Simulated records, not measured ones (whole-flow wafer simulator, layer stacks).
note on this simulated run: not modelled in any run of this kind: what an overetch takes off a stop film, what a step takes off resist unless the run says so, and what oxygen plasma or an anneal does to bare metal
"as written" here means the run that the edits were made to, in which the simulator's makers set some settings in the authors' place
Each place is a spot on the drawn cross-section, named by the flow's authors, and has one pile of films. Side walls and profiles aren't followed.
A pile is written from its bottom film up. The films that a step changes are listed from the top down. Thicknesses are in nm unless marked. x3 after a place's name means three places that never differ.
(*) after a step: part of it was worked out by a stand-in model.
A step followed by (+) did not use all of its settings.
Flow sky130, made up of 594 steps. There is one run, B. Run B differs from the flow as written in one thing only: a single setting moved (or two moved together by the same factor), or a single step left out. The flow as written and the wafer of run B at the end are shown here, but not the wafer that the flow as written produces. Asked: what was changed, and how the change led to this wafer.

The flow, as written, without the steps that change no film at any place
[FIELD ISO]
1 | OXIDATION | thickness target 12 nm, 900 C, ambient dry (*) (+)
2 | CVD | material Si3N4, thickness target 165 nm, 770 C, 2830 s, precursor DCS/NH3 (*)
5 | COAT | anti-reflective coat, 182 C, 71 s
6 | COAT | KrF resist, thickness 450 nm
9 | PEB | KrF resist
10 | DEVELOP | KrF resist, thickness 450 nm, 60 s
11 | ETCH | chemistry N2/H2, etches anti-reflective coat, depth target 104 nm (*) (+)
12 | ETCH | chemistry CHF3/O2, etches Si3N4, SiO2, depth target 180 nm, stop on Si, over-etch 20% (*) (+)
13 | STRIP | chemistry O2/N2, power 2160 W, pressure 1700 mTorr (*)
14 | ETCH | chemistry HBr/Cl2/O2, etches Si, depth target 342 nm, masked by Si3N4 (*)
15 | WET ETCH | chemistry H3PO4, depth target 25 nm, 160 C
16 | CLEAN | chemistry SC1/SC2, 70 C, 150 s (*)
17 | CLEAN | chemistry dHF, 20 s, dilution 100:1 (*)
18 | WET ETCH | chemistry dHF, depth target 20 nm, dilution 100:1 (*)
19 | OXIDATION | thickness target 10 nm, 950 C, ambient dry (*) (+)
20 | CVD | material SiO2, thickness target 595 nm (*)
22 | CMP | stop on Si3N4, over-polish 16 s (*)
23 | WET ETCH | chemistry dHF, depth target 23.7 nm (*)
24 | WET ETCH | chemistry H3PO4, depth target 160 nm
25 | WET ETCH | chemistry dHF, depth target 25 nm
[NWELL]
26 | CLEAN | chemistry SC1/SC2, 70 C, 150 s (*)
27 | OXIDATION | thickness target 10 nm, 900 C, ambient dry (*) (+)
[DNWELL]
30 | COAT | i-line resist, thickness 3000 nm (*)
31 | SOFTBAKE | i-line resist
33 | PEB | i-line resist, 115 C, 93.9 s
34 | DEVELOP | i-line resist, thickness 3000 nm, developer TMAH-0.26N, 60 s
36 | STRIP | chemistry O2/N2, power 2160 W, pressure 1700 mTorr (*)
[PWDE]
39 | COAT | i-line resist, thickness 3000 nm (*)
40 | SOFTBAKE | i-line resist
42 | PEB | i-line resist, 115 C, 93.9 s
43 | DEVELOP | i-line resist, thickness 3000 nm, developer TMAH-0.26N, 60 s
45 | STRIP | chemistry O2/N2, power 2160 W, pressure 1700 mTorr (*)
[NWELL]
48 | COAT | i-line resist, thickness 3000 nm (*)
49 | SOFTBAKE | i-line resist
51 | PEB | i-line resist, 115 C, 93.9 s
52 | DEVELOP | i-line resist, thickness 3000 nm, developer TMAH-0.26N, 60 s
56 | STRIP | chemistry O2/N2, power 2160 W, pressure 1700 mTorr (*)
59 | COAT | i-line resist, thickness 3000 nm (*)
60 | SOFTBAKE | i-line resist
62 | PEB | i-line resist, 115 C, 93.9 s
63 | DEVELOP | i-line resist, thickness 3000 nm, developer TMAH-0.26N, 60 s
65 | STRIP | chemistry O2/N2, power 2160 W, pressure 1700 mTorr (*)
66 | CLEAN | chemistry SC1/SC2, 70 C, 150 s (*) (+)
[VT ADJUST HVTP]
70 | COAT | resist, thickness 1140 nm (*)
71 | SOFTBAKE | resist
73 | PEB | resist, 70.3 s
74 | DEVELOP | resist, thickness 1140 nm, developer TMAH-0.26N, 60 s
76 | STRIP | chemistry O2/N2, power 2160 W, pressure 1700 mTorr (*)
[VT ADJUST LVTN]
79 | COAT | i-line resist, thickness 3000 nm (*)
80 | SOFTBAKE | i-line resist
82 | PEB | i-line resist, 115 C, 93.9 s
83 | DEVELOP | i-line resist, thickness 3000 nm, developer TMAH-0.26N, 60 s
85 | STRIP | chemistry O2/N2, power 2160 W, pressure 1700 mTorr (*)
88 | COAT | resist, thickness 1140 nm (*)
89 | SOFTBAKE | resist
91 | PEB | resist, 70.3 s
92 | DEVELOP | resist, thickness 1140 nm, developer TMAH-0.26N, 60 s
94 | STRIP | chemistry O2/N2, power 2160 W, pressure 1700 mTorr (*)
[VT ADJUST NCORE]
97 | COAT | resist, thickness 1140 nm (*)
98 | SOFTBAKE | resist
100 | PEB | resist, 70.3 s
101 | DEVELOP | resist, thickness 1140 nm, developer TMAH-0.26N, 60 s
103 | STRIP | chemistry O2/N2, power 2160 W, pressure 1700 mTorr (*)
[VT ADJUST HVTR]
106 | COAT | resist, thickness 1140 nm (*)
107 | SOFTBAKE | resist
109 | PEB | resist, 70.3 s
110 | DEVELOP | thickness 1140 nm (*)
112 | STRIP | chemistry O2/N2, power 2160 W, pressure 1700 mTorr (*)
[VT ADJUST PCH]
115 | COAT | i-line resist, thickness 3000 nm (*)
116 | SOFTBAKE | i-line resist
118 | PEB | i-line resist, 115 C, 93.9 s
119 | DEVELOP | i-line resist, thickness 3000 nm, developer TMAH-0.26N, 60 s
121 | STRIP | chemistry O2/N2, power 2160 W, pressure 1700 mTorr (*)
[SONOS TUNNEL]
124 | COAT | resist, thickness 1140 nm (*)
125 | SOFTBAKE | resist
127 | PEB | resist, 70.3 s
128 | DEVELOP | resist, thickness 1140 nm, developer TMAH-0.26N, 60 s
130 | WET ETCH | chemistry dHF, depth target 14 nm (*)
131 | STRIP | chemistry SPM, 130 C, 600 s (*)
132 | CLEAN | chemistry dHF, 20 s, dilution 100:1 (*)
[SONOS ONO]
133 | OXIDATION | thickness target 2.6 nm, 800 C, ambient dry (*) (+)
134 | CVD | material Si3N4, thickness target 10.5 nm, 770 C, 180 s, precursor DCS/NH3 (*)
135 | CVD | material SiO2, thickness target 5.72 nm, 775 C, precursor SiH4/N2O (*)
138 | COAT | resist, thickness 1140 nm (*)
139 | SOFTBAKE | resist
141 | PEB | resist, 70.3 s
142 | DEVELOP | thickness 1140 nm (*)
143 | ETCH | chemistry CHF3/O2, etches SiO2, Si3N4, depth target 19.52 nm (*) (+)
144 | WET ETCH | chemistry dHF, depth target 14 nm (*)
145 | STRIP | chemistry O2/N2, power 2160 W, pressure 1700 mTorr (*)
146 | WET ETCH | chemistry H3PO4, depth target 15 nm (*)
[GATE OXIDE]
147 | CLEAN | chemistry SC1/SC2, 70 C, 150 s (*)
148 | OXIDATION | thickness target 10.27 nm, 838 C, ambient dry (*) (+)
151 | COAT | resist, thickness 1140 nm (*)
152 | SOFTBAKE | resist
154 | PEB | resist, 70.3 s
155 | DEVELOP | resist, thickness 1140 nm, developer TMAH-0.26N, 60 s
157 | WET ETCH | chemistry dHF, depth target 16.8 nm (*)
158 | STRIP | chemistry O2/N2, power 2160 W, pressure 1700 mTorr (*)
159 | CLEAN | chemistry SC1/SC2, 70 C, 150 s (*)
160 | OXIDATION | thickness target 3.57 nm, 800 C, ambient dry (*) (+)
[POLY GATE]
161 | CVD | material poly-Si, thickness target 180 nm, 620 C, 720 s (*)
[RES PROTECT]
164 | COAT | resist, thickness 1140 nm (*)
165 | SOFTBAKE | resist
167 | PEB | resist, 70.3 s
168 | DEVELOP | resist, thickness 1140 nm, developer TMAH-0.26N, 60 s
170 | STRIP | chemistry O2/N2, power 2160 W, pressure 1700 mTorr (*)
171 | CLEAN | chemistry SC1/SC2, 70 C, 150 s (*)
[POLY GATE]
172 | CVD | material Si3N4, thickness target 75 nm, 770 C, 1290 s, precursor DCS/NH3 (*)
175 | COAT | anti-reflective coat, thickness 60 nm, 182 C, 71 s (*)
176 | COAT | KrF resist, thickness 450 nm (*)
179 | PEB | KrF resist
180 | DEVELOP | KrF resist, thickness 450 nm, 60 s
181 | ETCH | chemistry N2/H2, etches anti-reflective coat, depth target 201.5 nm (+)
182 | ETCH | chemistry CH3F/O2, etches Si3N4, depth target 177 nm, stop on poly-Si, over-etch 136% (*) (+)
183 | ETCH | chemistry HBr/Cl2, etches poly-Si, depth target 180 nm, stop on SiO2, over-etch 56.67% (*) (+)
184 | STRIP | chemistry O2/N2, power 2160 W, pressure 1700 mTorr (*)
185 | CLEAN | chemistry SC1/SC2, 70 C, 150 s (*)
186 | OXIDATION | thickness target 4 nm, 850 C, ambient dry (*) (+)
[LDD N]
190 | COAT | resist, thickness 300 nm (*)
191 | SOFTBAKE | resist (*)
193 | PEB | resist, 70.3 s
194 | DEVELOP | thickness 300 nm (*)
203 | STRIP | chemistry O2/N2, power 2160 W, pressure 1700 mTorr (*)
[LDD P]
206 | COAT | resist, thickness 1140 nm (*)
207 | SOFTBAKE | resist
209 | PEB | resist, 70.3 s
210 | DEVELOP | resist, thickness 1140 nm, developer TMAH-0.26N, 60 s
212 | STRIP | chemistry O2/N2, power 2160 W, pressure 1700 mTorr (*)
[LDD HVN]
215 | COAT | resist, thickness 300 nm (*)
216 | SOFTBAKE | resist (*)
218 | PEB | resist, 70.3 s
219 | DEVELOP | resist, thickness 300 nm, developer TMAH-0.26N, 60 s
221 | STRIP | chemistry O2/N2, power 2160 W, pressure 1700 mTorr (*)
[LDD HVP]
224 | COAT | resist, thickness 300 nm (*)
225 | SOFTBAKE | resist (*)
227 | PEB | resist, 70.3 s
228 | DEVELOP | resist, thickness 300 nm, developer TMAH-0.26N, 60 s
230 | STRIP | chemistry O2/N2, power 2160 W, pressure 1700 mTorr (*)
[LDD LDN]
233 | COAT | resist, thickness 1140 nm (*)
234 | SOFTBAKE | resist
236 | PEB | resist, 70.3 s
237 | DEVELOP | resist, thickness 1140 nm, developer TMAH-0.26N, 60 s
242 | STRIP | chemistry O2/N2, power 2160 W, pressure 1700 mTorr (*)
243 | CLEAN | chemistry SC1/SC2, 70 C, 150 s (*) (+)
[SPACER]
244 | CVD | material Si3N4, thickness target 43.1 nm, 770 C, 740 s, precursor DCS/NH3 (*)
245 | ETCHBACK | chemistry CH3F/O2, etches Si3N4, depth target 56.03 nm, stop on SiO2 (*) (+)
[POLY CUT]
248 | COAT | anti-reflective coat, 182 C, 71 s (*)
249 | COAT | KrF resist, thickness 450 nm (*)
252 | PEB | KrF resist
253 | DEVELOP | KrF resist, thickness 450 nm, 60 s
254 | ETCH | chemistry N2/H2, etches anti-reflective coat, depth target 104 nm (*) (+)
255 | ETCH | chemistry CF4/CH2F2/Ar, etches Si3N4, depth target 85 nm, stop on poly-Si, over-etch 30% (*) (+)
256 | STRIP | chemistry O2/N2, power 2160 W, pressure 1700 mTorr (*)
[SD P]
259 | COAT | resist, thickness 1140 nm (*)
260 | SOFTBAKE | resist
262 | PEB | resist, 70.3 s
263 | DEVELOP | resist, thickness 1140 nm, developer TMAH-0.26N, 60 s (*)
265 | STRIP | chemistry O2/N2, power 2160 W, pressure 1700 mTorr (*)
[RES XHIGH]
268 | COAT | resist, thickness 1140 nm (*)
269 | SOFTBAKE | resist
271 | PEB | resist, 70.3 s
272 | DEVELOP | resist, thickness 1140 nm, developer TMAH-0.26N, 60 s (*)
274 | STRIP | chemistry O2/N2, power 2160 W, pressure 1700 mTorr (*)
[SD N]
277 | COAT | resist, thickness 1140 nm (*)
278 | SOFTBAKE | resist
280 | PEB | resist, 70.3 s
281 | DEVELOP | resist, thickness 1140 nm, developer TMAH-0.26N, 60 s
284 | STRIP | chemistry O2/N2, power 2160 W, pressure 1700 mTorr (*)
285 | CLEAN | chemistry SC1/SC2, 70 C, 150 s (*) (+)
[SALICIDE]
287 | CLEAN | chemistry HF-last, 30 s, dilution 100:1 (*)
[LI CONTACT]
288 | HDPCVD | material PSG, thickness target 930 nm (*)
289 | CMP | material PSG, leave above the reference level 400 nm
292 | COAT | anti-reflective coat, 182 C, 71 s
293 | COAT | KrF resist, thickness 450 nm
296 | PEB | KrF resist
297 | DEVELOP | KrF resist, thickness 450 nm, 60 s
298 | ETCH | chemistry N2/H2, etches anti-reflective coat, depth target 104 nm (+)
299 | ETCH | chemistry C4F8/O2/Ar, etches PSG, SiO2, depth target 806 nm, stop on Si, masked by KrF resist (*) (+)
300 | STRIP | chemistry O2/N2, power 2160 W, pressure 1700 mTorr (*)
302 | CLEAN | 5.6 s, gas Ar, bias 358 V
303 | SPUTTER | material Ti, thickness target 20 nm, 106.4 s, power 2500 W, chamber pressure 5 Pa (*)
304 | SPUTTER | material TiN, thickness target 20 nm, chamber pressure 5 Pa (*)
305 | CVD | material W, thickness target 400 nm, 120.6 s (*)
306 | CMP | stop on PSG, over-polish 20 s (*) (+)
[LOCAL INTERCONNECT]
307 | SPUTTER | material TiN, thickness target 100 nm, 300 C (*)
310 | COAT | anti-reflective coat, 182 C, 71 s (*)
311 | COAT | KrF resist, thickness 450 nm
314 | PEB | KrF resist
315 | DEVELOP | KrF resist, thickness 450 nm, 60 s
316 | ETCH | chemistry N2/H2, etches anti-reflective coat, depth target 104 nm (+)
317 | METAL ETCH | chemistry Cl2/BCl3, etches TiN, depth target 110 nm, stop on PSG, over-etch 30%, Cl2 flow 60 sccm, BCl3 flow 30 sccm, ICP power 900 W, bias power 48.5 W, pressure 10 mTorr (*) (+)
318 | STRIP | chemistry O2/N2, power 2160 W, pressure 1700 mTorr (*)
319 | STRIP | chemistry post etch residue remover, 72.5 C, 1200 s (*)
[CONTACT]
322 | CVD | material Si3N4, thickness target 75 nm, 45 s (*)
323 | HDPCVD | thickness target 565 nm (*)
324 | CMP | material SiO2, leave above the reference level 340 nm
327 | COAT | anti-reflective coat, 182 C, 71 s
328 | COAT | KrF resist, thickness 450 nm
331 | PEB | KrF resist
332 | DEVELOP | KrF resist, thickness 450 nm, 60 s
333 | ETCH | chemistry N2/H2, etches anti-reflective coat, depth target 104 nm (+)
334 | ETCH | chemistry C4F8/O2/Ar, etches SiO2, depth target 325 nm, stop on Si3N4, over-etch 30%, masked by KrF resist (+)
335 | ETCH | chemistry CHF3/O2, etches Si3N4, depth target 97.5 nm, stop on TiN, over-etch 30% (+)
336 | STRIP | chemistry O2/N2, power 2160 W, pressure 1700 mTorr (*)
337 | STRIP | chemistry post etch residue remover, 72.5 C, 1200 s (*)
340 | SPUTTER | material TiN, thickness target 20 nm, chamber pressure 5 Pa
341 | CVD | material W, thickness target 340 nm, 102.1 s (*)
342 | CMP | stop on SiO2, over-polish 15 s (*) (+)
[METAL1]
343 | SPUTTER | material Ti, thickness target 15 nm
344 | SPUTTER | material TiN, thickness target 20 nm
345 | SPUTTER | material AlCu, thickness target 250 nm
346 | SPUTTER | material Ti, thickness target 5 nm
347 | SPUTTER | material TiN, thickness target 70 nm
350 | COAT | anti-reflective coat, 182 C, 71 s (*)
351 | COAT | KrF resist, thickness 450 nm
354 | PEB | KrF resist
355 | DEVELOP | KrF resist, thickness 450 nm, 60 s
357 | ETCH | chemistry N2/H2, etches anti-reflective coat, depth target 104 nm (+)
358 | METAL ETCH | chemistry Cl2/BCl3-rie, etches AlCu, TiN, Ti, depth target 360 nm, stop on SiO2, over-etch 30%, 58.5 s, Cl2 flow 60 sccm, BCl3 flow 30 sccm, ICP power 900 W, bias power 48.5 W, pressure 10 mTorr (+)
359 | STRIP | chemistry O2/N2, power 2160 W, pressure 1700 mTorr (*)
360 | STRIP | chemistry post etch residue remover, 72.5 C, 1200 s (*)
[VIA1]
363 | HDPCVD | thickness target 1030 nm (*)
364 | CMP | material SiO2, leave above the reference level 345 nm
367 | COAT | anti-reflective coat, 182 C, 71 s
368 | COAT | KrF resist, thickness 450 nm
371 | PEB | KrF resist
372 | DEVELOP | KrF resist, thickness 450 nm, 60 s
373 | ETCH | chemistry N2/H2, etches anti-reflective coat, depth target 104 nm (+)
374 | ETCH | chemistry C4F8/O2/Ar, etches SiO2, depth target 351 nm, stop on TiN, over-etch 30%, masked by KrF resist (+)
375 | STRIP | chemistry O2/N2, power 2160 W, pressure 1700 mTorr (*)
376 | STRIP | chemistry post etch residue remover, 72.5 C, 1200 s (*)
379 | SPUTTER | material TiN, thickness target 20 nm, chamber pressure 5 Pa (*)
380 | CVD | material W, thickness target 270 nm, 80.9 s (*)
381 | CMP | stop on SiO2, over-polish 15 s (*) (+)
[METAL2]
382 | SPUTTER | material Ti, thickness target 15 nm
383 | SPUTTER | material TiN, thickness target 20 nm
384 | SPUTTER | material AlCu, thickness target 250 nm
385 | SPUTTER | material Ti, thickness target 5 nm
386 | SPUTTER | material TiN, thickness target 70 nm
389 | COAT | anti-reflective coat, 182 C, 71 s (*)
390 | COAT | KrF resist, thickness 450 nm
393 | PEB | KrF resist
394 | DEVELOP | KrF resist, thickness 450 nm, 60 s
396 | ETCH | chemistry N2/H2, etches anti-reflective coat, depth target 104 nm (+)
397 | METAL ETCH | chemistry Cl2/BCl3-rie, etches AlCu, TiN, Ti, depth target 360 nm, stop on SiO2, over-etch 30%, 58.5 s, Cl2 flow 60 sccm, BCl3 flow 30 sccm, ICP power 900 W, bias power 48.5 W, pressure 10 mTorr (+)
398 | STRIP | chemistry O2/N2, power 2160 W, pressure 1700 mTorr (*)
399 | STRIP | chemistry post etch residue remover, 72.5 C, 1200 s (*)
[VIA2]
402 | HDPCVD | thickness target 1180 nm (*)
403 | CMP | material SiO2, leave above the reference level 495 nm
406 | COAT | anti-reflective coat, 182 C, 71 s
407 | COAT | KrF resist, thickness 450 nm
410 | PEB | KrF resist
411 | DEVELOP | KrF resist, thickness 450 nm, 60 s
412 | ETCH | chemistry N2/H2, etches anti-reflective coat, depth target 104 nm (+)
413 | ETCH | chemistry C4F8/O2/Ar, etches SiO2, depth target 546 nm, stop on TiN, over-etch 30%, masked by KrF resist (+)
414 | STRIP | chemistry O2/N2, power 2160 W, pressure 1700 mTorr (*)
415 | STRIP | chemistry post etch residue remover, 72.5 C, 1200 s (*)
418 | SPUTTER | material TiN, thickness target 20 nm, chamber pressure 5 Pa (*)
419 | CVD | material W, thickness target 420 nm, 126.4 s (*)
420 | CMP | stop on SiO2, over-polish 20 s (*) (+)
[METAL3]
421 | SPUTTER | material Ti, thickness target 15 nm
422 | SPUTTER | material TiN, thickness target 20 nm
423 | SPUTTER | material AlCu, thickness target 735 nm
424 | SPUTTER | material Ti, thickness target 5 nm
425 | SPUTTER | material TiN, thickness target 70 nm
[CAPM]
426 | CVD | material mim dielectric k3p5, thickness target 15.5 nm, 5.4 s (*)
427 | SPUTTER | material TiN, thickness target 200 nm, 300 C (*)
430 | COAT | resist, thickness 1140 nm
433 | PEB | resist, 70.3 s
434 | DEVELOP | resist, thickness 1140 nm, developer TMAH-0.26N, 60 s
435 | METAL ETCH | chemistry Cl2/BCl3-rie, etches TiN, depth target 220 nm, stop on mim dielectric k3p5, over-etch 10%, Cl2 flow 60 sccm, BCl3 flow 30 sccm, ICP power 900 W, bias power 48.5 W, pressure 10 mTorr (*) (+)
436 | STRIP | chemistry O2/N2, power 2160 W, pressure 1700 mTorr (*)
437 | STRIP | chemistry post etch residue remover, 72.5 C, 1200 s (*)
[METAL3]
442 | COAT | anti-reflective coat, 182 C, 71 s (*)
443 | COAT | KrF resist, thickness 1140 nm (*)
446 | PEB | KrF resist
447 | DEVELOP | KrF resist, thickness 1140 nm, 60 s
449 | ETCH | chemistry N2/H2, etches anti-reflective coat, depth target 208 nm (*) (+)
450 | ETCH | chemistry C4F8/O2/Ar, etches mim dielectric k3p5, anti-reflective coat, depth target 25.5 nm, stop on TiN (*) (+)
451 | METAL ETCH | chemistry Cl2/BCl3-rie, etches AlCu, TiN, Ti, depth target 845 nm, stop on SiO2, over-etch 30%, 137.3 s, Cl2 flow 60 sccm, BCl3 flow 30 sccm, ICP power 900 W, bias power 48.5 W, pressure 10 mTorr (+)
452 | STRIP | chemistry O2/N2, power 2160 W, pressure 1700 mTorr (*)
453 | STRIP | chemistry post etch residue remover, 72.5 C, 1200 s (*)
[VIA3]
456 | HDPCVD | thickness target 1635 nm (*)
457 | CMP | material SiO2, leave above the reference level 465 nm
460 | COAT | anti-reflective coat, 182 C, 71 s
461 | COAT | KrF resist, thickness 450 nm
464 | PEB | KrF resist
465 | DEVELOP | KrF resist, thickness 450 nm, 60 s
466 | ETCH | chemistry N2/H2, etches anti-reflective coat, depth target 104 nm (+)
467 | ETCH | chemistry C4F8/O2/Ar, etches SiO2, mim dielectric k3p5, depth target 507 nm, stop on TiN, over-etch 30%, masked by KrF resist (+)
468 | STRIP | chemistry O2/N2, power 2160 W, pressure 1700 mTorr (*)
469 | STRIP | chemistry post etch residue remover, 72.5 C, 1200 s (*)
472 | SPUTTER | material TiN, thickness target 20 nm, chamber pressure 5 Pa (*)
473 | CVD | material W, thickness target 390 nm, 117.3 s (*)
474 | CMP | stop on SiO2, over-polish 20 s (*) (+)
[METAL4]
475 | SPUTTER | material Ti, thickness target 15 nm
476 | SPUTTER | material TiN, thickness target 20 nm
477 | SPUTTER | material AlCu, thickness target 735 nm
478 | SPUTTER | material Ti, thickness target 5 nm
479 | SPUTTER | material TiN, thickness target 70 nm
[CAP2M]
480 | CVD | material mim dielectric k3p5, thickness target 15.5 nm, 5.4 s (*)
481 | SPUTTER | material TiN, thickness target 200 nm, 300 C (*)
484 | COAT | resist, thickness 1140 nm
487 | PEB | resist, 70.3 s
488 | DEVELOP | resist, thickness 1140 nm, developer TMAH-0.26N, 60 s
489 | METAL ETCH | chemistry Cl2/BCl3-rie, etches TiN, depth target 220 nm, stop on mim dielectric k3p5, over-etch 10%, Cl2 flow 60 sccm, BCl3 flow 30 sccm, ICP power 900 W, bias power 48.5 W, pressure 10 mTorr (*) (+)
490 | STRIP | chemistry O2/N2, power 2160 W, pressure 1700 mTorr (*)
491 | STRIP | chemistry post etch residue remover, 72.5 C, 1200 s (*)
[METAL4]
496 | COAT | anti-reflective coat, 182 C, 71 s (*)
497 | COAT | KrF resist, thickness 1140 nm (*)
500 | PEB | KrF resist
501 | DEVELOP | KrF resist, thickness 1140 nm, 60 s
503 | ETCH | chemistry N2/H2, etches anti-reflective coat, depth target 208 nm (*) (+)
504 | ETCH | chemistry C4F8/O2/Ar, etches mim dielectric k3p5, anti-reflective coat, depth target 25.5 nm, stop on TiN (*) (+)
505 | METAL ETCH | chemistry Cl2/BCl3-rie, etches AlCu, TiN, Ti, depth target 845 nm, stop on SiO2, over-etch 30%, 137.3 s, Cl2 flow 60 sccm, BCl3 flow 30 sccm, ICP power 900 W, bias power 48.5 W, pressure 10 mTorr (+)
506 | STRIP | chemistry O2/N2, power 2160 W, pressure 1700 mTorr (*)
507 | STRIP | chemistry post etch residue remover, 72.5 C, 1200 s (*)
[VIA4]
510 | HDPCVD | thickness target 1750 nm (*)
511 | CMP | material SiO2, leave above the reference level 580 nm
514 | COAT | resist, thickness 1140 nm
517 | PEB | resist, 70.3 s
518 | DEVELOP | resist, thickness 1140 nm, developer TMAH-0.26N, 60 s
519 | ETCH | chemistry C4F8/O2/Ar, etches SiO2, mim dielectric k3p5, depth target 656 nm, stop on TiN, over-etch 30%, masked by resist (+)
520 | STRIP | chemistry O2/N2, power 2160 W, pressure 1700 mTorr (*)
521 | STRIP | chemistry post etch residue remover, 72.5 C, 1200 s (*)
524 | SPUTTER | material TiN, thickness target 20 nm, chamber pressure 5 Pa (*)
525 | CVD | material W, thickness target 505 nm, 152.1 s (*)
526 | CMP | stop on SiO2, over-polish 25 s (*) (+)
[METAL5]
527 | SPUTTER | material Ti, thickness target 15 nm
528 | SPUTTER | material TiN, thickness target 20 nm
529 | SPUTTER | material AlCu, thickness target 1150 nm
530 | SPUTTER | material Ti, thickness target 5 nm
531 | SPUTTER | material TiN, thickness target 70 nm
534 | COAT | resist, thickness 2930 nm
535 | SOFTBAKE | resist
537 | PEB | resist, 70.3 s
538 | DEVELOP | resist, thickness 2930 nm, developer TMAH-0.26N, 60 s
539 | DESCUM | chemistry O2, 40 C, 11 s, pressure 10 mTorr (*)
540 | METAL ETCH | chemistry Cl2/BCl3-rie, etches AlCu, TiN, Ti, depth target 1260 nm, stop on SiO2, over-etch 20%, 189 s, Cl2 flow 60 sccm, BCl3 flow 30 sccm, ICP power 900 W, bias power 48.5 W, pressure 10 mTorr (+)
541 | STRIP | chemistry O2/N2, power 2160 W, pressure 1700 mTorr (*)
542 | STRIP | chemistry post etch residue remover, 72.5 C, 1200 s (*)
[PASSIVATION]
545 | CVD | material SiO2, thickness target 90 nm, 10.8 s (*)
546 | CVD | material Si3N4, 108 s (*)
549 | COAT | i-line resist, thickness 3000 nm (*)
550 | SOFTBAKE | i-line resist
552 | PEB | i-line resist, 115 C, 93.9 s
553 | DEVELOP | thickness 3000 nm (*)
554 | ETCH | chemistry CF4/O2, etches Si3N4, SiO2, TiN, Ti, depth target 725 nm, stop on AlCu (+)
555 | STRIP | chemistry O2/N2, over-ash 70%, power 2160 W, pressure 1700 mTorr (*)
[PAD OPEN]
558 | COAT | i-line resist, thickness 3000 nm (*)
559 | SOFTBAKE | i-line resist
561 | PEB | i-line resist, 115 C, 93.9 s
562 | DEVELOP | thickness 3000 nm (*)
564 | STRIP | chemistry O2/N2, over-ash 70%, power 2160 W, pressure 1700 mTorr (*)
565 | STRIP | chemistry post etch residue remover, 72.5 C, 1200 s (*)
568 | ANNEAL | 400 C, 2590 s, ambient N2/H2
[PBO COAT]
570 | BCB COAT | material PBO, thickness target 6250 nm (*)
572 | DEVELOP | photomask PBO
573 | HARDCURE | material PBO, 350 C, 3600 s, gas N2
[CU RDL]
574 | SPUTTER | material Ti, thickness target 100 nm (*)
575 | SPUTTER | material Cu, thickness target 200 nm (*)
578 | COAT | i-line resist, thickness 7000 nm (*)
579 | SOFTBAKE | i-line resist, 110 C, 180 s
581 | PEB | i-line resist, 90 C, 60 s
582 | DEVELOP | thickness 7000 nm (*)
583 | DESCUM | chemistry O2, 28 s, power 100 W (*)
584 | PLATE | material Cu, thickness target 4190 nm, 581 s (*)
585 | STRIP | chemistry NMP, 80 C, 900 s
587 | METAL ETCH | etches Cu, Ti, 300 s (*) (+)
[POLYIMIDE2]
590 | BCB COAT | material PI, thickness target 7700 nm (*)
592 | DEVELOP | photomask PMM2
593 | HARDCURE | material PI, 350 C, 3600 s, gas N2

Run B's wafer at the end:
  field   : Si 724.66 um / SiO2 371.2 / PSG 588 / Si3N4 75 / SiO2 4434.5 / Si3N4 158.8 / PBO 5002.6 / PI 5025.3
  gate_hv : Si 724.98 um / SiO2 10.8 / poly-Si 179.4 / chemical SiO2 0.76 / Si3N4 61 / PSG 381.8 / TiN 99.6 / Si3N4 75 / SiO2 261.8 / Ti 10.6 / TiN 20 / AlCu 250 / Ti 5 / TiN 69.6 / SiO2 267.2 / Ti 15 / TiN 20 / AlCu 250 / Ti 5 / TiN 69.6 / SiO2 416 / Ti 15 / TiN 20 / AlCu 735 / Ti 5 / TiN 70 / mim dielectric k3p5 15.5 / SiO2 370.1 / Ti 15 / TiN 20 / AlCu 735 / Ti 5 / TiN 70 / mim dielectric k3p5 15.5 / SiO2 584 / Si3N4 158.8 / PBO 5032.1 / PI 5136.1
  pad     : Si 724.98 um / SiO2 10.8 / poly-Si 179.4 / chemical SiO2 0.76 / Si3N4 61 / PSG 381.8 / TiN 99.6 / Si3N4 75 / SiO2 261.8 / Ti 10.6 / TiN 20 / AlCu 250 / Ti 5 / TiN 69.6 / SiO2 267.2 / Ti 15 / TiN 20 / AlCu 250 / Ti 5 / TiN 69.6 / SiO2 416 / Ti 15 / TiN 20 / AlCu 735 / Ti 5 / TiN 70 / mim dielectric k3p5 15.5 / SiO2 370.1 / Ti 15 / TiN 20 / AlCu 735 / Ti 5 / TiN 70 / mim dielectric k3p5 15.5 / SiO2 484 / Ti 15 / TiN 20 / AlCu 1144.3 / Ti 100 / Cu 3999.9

Cause: step 343, SPUTTER: thickness target 10.6 nm was run, whereas the flow has thickness target 15 nm.
The wafer lets one read it off: gate_hv has Ti 10.6, and step 343 as written asks for 15 nm.

How this came from the change, step by step:
  343 | SPUTTER | material Ti, thickness target 15 nm
      field, active, n_well and 188 more: Ti gains 10.6 (new film) (it would be, as written: Ti gains 15 (new film))
  358 | METAL ETCH | chemistry Cl2/BCl3-rie, etches AlCu, TiN, Ti, depth target 360 nm, stop on SiO2, over-etch 30%, 58.5 s, Cl2 flow 60 sccm, BCl3 flow 30 sccm, ICP power 900 W, bias power 48.5 W, pressure 10 mTorr (+)
      field, active, gate and 81 more: TiN loses 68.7 (all of it), Ti loses 5 (all of it), AlCu loses 250 (all of it), TiN loses 20 (all of it), Ti loses 10.6 (all of it), SiO2 loses 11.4 (it would be, as written: TiN loses 68.7 (all of it), Ti loses 5 (all of it), AlCu loses 250 (all of it), TiN loses 20 (all of it), Ti loses 15 (all of it), SiO2 loses 10.9)
